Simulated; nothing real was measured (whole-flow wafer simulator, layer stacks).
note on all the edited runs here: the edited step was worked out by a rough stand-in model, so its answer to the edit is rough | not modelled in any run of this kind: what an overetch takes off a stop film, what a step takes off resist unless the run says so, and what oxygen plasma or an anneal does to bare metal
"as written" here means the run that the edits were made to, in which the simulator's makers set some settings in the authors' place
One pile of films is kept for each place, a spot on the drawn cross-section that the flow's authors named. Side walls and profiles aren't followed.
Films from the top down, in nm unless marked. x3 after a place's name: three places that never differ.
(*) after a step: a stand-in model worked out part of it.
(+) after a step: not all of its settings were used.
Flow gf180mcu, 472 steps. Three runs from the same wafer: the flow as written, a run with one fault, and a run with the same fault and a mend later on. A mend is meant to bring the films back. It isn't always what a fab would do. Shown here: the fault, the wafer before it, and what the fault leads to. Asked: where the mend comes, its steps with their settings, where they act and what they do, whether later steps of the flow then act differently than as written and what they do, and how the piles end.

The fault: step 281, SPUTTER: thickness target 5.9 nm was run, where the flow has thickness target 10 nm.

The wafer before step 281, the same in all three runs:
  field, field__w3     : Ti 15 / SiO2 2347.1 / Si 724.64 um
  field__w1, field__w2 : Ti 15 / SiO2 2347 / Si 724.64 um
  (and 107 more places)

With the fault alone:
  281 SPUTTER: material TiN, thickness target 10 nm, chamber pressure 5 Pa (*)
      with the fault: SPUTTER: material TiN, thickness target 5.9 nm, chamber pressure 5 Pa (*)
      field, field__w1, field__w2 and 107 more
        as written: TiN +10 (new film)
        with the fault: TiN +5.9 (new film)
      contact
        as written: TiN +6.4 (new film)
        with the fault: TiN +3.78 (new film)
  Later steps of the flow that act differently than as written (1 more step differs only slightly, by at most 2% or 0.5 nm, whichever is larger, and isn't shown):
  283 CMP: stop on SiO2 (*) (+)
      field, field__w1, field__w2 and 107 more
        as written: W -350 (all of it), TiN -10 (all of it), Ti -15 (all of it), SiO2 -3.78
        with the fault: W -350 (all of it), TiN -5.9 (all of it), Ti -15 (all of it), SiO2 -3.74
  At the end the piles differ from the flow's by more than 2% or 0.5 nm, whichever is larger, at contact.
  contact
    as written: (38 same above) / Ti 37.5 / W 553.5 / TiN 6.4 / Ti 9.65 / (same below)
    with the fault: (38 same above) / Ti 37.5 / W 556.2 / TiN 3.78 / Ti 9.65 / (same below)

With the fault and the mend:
  The mend comes after step 281.
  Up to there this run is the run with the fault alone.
  281a SPUTTER: material TiN, thickness target 4.1 nm, chamber pressure 5 Pa (*) (the flow's step 281 once more, with other settings)
      field, field__w1, field__w2 and 107 more
        TiN +4.1
      contact
        TiN +2.62
  No later step of the flow acts differently than as written at any place that is followed.
  At the end the piles are the same as the flow's at every place that both follow.
